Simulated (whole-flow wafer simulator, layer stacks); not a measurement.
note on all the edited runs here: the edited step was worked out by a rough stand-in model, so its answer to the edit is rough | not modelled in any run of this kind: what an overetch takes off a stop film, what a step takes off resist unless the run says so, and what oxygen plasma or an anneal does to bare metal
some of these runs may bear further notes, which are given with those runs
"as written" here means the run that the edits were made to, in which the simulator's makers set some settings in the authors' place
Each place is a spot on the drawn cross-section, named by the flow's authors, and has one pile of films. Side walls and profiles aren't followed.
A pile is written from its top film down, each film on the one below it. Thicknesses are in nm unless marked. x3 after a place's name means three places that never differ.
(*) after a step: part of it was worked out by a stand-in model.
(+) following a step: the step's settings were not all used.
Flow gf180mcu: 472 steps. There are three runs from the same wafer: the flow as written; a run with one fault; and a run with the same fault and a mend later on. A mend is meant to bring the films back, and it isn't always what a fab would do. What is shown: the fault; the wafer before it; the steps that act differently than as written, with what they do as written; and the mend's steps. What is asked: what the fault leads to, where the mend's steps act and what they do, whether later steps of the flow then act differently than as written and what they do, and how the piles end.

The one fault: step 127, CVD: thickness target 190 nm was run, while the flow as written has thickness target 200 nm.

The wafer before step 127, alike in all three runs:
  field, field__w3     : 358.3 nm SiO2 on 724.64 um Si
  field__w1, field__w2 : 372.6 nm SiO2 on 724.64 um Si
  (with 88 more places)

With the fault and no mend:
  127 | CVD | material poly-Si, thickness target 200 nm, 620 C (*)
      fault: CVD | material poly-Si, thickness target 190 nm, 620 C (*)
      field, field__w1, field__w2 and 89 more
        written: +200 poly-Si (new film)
        fault: +190 poly-Si (new film)
  Steps later in the flow that act otherwise than as written (43 other steps are not shown; they differ only slightly, by no more than 2% or 0.5 nm, whichever is larger):
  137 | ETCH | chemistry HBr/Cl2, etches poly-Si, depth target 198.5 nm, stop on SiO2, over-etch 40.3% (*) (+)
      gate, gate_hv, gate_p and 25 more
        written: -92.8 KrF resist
        fault: -88.5 KrF resist
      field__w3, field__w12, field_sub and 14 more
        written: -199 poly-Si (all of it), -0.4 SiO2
        fault: -189 poly-Si (all of it), -1.13 SiO2
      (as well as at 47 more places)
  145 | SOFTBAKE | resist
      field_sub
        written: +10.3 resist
        fault: +9.79 resist
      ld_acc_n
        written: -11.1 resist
        fault: -10.5 resist
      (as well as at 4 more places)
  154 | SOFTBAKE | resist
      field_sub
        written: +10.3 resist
        fault: +9.79 resist
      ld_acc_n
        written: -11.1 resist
        fault: -10.5 resist
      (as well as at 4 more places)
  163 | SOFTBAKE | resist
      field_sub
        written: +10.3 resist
        fault: +9.79 resist
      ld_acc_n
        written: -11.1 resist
        fault: -10.5 resist
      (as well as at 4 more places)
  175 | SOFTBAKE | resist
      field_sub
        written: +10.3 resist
        fault: +9.79 resist
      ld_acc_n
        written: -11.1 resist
        fault: -10.5 resist
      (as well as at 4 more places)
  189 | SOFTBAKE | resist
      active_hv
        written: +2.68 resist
        fault: -0.45 resist
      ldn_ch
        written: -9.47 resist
        fault: -8.96 resist
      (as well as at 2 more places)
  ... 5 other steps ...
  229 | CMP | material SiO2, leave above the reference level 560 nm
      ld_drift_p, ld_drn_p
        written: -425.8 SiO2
        fault: -415.8 SiO2
  By the end, the piles at gate, gate_hv, spacer and 26 more depart from the flow's by more than 2% or 0.5 nm, whichever is larger.
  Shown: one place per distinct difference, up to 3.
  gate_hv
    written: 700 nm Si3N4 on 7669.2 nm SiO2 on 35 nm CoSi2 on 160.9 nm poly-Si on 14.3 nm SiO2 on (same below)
    fault: 700 nm Si3N4 on 7679.1 nm SiO2 on 35 nm CoSi2 on 150.9 nm poly-Si on 14.3 nm SiO2 on (same below)
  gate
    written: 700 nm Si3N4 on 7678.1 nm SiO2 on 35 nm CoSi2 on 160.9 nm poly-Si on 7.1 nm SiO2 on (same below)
    fault: 700 nm Si3N4 on 7688.1 nm SiO2 on 35 nm CoSi2 on 150.9 nm poly-Si on 7.1 nm SiO2 on (same below)
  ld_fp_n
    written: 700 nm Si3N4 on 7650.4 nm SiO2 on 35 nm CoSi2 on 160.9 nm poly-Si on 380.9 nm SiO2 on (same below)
    fault: 700 nm Si3N4 on 7660.4 nm SiO2 on 35 nm CoSi2 on 150.9 nm poly-Si on 380.9 nm SiO2 on (same below)

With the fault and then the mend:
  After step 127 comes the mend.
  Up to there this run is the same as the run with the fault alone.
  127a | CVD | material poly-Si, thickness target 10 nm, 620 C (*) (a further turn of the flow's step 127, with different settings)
      field, field__w1, field__w2 and 89 more
        +10 poly-Si
  None of the later steps of the flow differs from how it acts as written, at any place that is followed, by more than 2% or 0.5 nm, whichever is larger.
  The piles end the same as the flow's at every place that both follow.
